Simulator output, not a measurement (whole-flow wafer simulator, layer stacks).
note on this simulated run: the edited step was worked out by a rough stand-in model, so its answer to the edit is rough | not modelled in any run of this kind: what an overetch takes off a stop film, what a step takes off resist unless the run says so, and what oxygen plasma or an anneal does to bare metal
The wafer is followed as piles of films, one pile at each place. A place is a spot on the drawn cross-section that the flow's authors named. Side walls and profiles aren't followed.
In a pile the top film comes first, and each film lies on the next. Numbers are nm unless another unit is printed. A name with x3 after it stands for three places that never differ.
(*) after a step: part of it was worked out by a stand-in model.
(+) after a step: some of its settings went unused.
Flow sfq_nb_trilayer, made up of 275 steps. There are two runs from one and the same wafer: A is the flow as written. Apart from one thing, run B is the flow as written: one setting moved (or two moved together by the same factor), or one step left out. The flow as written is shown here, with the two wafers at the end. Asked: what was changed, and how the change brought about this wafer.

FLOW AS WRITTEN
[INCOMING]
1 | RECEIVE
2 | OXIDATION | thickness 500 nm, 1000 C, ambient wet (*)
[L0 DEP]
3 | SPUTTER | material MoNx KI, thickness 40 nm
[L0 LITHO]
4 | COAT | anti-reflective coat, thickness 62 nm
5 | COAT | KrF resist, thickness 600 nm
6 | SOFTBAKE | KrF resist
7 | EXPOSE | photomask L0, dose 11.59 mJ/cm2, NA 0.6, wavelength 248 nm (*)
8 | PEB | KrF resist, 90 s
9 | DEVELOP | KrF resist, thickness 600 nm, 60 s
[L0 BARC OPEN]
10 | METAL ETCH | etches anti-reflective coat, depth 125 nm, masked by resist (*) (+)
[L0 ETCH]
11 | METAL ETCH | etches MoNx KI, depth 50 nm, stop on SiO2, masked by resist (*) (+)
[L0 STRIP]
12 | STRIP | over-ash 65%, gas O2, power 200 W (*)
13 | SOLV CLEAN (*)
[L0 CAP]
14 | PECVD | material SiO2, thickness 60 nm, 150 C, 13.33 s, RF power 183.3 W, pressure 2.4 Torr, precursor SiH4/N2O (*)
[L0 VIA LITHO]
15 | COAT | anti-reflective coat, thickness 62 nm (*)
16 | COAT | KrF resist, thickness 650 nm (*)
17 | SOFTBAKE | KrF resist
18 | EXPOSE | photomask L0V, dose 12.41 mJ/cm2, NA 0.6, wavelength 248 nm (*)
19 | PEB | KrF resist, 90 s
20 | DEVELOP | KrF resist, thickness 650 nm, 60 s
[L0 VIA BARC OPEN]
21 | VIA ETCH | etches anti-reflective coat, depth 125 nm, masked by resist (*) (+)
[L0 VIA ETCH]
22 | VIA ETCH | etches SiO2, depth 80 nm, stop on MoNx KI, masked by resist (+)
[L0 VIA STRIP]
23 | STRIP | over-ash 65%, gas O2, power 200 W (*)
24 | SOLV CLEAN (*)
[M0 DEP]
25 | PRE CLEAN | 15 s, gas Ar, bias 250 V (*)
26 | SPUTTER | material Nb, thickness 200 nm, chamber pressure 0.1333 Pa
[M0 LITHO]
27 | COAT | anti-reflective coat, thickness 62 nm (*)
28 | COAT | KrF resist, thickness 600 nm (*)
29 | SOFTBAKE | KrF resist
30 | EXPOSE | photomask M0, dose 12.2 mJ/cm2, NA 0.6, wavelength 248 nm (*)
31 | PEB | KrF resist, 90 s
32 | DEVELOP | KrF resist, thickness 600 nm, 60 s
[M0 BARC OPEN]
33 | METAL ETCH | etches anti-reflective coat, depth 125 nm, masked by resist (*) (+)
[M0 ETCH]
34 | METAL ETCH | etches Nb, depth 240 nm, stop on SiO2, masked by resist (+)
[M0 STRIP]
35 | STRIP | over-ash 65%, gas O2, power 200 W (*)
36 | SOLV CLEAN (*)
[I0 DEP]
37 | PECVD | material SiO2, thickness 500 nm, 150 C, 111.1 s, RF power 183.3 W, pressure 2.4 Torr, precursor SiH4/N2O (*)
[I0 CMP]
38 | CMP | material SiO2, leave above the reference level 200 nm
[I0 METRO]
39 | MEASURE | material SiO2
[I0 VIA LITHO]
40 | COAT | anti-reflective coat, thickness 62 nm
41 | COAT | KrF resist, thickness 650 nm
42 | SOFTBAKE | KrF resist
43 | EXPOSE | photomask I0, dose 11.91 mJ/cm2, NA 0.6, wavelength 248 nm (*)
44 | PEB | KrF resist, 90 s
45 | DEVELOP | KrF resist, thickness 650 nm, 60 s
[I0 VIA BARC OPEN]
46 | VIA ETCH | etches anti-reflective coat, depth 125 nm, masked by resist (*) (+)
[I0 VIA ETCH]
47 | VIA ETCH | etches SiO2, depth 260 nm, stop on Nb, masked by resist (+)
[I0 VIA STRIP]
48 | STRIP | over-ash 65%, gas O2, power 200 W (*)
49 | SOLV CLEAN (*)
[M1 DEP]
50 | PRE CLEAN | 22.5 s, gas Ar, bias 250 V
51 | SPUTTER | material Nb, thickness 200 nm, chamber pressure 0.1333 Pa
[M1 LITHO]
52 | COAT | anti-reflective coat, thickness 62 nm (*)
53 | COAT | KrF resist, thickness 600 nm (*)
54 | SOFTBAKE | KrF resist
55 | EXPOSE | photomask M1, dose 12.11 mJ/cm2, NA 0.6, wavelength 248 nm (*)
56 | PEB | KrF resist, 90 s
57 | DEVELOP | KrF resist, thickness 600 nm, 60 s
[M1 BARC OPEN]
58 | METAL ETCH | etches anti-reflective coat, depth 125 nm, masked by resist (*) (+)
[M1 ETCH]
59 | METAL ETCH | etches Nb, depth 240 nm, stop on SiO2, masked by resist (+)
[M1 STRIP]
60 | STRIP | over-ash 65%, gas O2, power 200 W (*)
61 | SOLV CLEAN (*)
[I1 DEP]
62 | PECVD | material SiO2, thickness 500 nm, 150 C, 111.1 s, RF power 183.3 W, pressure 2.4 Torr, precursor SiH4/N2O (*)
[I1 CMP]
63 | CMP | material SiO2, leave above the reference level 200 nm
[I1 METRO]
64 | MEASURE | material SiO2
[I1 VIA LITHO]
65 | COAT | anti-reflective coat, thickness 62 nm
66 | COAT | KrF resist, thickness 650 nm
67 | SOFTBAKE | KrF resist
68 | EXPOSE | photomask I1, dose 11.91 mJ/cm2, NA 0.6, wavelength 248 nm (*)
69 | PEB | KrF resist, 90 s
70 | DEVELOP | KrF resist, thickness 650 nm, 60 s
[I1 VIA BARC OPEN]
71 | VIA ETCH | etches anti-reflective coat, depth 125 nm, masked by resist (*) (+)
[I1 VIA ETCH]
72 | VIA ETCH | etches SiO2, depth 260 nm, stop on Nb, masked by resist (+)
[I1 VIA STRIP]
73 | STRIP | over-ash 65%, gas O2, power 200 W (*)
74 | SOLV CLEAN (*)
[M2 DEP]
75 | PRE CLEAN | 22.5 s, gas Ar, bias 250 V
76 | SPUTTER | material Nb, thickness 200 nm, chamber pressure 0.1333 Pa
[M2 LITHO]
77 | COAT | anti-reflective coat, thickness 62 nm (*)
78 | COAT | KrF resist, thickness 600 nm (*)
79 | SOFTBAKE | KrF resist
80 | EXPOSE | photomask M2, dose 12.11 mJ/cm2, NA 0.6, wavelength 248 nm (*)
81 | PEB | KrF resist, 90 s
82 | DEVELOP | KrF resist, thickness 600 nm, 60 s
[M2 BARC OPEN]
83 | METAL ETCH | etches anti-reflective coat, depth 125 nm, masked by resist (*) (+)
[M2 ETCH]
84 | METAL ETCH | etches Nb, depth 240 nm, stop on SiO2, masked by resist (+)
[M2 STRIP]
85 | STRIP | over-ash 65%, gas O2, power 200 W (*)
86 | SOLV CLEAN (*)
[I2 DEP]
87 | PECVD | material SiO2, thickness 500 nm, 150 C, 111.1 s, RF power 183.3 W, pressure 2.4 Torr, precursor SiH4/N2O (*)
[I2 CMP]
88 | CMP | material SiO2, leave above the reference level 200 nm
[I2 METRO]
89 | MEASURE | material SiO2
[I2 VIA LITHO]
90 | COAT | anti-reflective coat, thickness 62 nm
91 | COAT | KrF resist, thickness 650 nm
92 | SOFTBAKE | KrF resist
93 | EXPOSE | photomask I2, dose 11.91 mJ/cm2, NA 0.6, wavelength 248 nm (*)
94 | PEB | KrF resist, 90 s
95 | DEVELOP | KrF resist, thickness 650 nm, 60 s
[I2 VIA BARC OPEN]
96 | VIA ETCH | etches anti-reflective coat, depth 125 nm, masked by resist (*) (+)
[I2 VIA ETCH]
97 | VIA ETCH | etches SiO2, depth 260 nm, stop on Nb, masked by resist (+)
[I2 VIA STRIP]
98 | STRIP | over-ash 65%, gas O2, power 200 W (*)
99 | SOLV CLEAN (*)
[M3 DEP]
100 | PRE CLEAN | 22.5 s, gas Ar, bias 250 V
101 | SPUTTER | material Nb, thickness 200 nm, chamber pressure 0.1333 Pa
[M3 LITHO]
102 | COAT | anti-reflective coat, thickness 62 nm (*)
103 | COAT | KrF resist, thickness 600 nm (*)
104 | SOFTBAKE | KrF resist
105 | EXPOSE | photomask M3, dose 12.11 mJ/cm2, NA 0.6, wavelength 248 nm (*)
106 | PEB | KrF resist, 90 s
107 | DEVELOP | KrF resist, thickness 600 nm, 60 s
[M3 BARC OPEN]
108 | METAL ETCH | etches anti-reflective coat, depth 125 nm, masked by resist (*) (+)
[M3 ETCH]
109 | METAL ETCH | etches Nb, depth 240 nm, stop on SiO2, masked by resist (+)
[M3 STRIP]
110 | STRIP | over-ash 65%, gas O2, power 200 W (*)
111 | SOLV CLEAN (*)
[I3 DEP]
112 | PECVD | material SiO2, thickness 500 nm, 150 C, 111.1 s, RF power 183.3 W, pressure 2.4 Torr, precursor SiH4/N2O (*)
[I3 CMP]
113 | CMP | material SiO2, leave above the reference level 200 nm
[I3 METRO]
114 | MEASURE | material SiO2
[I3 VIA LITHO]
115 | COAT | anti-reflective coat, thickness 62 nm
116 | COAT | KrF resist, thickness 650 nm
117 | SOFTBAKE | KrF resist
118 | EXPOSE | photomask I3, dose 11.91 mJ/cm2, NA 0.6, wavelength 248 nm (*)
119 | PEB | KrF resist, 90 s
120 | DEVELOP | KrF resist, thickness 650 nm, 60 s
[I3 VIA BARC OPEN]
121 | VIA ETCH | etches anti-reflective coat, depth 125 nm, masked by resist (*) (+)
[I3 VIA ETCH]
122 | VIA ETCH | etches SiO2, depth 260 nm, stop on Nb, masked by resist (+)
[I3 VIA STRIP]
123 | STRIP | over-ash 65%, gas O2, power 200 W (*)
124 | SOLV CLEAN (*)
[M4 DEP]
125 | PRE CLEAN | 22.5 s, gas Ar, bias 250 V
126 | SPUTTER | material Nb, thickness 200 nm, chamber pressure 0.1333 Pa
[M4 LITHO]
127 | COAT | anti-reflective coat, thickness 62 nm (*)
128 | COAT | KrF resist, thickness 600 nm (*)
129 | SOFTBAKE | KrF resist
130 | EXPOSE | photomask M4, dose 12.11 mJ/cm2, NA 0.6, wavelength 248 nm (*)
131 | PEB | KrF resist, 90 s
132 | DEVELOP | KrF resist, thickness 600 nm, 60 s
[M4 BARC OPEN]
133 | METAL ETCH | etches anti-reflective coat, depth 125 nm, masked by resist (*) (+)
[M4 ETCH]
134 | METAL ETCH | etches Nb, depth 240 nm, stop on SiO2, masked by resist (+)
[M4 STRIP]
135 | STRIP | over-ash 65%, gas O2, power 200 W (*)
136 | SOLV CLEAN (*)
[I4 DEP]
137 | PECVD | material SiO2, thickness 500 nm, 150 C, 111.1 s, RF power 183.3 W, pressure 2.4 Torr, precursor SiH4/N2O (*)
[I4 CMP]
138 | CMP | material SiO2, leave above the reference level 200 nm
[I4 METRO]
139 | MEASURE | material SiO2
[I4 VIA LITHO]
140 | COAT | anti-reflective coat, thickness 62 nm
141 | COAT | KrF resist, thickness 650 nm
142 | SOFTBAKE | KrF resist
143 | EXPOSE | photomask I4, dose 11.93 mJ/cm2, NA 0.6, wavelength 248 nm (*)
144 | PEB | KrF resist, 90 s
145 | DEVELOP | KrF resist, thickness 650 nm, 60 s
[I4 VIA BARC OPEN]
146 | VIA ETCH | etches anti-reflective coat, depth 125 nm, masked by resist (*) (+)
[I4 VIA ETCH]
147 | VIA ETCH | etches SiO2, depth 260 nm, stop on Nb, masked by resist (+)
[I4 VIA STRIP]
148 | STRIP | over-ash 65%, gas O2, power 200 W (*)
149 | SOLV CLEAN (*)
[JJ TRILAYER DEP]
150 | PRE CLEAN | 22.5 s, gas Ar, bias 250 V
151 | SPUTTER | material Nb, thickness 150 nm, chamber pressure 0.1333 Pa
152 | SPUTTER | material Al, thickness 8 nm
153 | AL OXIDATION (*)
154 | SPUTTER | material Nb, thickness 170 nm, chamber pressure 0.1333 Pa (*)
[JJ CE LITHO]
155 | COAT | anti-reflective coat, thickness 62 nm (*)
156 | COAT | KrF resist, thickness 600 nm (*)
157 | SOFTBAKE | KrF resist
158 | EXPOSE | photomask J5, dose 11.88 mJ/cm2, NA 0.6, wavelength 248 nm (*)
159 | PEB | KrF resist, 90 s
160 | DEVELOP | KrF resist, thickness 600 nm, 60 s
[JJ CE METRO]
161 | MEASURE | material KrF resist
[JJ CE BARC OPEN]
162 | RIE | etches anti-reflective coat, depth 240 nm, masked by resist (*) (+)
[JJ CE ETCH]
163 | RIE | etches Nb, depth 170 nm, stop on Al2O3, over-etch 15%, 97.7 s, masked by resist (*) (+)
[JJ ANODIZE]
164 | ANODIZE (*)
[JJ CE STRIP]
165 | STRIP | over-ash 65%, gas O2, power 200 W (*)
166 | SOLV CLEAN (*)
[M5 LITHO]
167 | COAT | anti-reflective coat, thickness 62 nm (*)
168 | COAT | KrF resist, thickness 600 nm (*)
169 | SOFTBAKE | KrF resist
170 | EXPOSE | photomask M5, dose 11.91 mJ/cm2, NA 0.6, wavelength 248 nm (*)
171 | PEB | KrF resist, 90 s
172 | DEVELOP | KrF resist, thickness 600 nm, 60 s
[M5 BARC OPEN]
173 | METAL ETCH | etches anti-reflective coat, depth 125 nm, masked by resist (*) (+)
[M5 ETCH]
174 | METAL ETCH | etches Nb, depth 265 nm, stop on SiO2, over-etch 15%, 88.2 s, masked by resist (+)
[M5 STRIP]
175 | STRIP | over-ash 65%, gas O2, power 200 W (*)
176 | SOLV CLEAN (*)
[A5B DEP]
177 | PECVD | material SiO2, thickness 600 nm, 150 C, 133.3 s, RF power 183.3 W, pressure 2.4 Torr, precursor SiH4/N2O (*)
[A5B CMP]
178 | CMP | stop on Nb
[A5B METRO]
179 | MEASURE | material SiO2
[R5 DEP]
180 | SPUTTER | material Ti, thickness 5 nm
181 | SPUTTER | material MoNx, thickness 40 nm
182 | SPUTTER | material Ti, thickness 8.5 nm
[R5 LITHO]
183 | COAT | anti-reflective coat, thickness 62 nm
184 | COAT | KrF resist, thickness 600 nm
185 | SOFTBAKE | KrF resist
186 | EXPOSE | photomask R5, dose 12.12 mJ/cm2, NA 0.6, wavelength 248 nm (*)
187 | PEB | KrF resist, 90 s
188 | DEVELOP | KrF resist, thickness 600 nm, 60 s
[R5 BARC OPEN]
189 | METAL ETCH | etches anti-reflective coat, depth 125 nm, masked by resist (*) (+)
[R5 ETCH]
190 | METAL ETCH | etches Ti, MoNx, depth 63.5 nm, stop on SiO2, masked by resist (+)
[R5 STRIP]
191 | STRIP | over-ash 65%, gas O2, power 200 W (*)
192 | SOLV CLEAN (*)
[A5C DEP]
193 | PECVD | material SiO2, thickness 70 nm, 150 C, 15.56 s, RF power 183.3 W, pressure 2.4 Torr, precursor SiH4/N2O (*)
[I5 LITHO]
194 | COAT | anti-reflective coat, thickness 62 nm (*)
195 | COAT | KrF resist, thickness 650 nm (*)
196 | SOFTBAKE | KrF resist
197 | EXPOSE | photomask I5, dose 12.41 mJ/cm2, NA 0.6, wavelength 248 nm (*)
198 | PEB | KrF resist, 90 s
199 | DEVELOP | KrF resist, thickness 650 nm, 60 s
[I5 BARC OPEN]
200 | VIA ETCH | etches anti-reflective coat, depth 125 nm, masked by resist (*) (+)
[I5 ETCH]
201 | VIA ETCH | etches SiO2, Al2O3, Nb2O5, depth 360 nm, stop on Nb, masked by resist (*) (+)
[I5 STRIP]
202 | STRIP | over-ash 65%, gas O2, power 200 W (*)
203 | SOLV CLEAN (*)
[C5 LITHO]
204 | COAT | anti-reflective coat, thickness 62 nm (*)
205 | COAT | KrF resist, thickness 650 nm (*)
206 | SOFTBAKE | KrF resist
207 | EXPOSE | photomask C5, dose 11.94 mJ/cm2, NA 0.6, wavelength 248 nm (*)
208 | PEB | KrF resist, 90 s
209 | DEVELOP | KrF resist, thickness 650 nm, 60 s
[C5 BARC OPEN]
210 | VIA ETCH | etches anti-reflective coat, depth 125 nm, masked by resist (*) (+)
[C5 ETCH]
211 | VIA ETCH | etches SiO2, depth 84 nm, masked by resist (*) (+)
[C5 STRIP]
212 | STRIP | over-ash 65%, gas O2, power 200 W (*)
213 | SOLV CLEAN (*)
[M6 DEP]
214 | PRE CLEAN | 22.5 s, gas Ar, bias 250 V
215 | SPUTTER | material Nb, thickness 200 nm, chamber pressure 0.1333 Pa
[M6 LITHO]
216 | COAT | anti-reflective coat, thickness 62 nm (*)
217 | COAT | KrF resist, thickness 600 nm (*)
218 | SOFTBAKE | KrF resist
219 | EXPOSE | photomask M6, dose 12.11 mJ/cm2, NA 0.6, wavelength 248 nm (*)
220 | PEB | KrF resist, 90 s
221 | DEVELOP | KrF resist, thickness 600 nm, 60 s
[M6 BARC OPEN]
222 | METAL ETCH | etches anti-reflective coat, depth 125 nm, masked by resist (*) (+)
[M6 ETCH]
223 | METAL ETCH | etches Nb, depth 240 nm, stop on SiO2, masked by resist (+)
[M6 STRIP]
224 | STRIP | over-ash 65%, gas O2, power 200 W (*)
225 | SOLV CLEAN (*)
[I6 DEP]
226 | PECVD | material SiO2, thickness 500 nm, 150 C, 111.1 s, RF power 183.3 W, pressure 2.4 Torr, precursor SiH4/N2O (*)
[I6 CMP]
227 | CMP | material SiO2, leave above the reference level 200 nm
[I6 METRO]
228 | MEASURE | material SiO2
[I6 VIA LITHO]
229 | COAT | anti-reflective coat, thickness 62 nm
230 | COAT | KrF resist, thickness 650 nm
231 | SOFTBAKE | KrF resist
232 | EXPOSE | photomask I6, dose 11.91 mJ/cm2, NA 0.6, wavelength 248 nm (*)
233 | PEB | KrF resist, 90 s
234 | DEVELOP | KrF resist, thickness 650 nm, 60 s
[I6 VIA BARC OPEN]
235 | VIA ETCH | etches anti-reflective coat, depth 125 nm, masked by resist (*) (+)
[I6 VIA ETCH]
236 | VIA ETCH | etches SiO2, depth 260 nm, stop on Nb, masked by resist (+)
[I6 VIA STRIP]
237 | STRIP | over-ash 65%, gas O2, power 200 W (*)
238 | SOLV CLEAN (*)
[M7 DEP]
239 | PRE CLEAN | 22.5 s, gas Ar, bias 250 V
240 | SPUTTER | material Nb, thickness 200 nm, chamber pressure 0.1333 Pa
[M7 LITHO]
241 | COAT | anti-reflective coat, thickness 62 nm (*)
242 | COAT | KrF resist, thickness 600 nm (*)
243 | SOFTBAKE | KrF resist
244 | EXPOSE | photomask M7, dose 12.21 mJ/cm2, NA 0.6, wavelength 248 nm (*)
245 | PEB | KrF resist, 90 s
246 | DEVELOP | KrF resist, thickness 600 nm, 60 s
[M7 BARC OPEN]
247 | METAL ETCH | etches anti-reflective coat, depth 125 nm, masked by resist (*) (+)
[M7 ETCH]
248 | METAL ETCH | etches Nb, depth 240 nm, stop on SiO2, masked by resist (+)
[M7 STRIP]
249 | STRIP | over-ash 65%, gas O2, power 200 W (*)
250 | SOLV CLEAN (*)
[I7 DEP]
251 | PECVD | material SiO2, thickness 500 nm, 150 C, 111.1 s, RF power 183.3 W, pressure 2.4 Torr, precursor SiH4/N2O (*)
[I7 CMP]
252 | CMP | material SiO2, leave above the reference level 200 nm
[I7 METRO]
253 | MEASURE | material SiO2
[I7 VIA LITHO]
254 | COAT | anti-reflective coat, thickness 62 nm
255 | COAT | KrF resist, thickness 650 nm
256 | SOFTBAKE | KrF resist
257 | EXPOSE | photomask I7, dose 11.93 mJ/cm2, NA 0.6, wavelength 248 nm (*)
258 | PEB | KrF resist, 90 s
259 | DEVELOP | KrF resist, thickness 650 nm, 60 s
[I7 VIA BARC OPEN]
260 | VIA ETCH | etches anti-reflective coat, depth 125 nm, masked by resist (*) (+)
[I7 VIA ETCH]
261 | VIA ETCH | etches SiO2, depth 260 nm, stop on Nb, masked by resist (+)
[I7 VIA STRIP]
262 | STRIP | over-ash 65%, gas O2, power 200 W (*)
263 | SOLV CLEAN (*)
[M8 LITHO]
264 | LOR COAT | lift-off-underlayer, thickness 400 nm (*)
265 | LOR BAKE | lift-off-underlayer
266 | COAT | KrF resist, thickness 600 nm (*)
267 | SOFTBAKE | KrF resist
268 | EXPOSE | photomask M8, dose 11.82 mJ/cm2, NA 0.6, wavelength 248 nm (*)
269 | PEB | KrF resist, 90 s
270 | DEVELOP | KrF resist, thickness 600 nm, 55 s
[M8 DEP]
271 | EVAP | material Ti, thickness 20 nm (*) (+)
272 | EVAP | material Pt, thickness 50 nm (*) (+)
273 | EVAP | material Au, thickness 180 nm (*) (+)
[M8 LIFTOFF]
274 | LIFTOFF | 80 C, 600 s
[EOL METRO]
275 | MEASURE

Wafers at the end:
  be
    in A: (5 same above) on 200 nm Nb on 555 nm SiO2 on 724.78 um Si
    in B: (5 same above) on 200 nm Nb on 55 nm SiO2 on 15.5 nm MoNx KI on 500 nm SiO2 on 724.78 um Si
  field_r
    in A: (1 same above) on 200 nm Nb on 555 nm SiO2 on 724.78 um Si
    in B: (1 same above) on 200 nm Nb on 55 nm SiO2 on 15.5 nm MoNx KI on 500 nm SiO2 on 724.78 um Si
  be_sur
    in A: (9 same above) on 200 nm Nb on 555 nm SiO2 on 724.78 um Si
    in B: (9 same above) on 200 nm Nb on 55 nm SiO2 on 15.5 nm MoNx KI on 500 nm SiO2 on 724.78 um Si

What caused this: step 11, METAL ETCH: depth 24.5 nm was run, while the flow as written has depth 50 nm.

Step by step, how the change led to this:
  11 | METAL ETCH | etches MoNx KI, depth 50 nm, stop on SiO2, masked by resist (*) (+)
      v_sur, via_wl, via_w and 97 more: A MoNx KI loses 40 (all of it) | B MoNx KI loses 24.5
      field_l, l0_sur, l0v, l0r_line_l, l0r_line_c, l0r_line_r: A KrF resist loses 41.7 | B KrF resist loses 20.4
  12 | STRIP | over-ash 65%, gas O2, power 200 W (*)
      field_l, l0_sur, l0v, l0r_line_l, l0r_line_c, l0r_line_r: A KrF resist loses 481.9 (all of it), anti-reflective coat loses 62 (all of it) | B KrF resist loses 503.1 (all of it), anti-reflective coat loses 62 (all of it)
  14 | PECVD | material SiO2, thickness 60 nm, 150 C, 13.33 s, RF power 183.3 W, pressure 2.4 Torr, precursor SiH4/N2O (*)
      v_sur, via_wl, via_w and 97 more: A SiO2 gains 60 | B SiO2 gains 60 (new film)
  15 | COAT | anti-reflective coat, thickness 62 nm (*)
      field_l: A anti-reflective coat gains 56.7 (new film) | B anti-reflective coat gains 58.5 (new film)
      v_sur: A anti-reflective coat gains 72.2 (new film) | B anti-reflective coat gains 68.3 (new film)
      (as well as at 3 more places)
  23 | STRIP | over-ash 65%, gas O2, power 200 W (*)
      field_l: A KrF resist loses 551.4 (all of it), anti-reflective coat loses 56.7 (all of it) | B KrF resist loses 554.7 (all of it), anti-reflective coat loses 58.5 (all of it)
      v_sur: A KrF resist loses 570.5 (all of it), anti-reflective coat loses 72.2 (all of it) | B KrF resist loses 566.1 (all of it), anti-reflective coat loses 68.3 (all of it)
      (as well as at 3 more places)
  27 | COAT | anti-reflective coat, thickness 62 nm (*)
      field_l: A anti-reflective coat gains 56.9 (new film) | B anti-reflective coat gains 58.7 (new film)
      v_sur: A anti-reflective coat gains 72.3 (new film) | B anti-reflective coat gains 68.3 (new film)
      (as well as at 3 more places)
  35 | STRIP | over-ash 65%, gas O2, power 200 W (*)
      field_l: A KrF resist loses 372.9 (all of it), anti-reflective coat loses 56.9 (all of it) | B KrF resist loses 376.6 (all of it), anti-reflective coat loses 58.7 (all of it)
      v_sur: A KrF resist loses 391.6 (all of it), anti-reflective coat loses 72.3 (all of it) | B KrF resist loses 387.9 (all of it), anti-reflective coat loses 68.3 (all of it)
      (as well as at 3 more places)
  38 | CMP | material SiO2, leave above the reference level 200 nm
      field_l, l0_sur, l0r_line_l, l0r_line_c, l0r_line_r: A SiO2 loses 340 | B SiO2 loses 324.5
      l0v: A SiO2 loses 277.8 | B SiO2 loses 262.3
If metal films that touch count as one body, be has 4 bodies (between them, from the top down: SiO2 503.2; SiO2 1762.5; SiO2 55); the flow as written gives 3 bodies (between them, from the top down: SiO2 503.2; SiO2 1762.5).
If metal films that touch count as one body, field_r has 2 bodies (between them, from the top down: SiO2 55); the flow as written gives 1 body.
If metal films that touch count as one body, be_sur has 5 bodies (between them, from the top down: SiO2 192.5; SiO2 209 / Al2O3 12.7 / Nb2O5 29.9; SiO2 1762.5; SiO2 55); the flow as written gives 4 bodies (between them, from the top down: SiO2 192.5; SiO2 209 / Al2O3 12.7 / Nb2O5 29.9; SiO2 1762.5).
